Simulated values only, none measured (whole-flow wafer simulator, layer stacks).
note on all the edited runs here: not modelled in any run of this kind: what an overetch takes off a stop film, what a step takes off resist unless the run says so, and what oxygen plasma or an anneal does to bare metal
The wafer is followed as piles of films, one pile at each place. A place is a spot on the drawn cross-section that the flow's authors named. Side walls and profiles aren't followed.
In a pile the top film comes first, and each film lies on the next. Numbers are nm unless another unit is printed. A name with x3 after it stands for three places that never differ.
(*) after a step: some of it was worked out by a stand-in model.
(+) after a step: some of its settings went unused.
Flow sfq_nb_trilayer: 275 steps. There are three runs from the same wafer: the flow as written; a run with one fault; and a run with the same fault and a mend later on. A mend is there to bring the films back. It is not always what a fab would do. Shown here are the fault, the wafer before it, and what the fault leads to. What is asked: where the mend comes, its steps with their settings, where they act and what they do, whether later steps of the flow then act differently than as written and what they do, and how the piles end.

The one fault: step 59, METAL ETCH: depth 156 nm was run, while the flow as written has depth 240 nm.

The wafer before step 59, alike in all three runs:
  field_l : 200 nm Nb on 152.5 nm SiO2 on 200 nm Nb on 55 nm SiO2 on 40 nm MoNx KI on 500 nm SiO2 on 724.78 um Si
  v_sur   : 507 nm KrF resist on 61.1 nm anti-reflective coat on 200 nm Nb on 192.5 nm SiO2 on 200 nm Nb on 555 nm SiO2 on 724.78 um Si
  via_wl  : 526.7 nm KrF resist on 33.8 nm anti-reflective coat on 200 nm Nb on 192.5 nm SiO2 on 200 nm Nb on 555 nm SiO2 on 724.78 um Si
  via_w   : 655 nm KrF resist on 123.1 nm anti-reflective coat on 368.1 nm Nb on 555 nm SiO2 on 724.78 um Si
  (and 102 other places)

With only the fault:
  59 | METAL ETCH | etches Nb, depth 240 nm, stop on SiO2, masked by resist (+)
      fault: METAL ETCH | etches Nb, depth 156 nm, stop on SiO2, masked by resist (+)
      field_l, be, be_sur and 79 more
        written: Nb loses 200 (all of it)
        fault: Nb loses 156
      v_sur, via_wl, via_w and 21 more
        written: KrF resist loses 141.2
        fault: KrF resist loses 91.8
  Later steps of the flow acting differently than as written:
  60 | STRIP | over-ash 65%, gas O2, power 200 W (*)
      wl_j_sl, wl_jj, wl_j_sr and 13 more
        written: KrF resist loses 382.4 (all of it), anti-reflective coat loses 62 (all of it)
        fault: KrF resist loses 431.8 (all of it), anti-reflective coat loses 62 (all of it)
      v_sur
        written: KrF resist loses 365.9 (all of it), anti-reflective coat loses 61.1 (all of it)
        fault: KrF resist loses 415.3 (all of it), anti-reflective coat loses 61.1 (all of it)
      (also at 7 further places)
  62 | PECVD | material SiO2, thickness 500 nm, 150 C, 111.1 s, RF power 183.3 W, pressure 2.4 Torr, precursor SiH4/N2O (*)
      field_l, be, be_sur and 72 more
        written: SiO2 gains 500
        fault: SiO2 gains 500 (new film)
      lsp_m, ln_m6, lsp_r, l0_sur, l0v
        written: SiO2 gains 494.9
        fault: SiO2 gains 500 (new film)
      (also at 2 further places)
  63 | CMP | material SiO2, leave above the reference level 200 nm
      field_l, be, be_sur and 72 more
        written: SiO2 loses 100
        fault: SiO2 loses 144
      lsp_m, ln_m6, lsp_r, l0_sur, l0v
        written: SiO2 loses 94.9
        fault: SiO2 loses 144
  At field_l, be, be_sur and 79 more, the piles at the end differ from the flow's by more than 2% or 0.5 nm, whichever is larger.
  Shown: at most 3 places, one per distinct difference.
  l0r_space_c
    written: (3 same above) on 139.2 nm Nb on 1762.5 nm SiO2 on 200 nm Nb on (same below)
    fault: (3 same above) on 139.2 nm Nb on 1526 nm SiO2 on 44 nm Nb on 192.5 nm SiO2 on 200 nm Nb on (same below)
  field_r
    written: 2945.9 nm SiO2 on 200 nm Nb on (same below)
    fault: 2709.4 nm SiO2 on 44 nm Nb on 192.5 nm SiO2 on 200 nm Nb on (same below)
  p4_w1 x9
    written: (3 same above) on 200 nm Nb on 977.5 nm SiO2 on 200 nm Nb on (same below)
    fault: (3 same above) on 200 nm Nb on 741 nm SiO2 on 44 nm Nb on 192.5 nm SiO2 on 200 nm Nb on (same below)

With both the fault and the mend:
  After step 59 comes the mend.
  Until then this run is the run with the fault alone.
  59a | METAL ETCH | etches Nb, depth 84 nm, stop on SiO2, masked by resist (+) (the flow's step 59, run once more with other settings)
      field_l, be, be_sur and 79 more
        Nb loses 44 (all of it)
      v_sur, via_wl, via_w and 21 more
        KrF resist loses 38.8
  Later steps of the flow acting differently than as written:
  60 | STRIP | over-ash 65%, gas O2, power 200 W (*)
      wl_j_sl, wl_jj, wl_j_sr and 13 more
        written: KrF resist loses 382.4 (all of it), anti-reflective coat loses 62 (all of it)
        mend: KrF resist loses 393 (all of it), anti-reflective coat loses 62 (all of it)
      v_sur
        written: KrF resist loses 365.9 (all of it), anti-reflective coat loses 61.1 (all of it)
        mend: KrF resist loses 376.5 (all of it), anti-reflective coat loses 61.1 (all of it)
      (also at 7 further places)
  By the end, the piles equal the flow's at every place that both follow.
